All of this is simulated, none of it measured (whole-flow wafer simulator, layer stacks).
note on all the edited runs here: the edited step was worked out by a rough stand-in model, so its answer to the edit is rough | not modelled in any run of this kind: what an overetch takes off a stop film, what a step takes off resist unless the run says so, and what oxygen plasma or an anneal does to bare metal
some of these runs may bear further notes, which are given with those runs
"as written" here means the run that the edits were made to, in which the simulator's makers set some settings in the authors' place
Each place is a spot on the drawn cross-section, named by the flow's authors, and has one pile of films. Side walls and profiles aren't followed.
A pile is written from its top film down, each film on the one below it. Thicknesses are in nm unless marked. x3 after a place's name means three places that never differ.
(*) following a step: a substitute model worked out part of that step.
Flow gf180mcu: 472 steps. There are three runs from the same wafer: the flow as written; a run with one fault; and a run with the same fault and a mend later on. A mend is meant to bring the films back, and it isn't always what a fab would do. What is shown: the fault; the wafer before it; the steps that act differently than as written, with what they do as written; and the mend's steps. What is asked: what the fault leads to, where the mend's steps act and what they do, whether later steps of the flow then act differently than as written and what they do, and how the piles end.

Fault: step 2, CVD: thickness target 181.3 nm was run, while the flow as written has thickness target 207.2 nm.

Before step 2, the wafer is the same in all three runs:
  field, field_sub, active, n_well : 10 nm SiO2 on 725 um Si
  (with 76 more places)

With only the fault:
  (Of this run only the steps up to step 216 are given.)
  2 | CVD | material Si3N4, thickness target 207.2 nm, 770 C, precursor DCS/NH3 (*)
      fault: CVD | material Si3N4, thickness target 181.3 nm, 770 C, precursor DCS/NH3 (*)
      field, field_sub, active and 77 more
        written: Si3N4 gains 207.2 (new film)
        fault: Si3N4 gains 181.3 (new film)
  Steps further on in the flow that do not act as written (41 other steps are not shown; they differ only slightly, by no more than 2% or 0.5 nm, whichever is larger):
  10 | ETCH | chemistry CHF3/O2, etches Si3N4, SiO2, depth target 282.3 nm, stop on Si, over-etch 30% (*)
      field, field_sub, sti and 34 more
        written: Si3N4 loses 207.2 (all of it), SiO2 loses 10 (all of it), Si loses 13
        fault: Si3N4 loses 181.3 (all of it), SiO2 loses 10 (all of it), Si loses 18.2
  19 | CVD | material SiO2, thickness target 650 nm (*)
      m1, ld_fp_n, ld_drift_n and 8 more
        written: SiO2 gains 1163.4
        fault: SiO2 gains 1137.5
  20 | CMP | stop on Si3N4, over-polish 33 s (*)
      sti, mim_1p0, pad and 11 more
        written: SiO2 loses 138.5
        fault: SiO2 loses 164.4
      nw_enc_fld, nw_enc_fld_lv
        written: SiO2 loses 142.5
        fault: SiO2 loses 168.4
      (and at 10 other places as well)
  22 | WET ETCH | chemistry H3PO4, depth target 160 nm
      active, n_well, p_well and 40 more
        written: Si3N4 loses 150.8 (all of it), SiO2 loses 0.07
        fault: Si3N4 loses 124.9 (all of it), SiO2 loses 0.28
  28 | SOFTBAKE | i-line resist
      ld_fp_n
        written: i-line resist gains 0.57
        fault: nothing
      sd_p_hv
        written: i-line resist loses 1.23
        fault: i-line resist gains 0.77
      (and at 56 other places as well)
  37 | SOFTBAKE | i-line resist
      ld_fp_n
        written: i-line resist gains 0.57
        fault: nothing
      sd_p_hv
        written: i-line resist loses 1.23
        fault: i-line resist gains 0.77
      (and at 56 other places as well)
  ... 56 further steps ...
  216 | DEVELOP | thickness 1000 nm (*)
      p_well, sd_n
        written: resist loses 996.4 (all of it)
        fault: resist loses 970.4 (all of it)
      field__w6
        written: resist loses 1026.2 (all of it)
        fault: resist loses 1067.3 (all of it)
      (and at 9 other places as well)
  After step 216, at field, field__w1, field__w2 and 65 more, the piles differ from the flow's by more than 2% or 0.5 nm, whichever is larger.
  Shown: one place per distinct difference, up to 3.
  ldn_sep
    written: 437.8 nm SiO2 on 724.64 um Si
    fault: 412.1 nm SiO2 on 724.64 um Si
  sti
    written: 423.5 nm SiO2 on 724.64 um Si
    fault: 397.8 nm SiO2 on 724.64 um Si
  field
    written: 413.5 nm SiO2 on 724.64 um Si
    fault: 387.8 nm SiO2 on 724.64 um Si

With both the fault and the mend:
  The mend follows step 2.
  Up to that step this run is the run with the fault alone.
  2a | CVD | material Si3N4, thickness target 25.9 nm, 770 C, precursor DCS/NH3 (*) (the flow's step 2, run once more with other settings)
      field, field_sub, active and 77 more
        Si3N4 gains 25.9
  Later steps of the flow that are run all act as written at every place that is followed.
  By the end, the piles equal the flow's at every place that both follow.
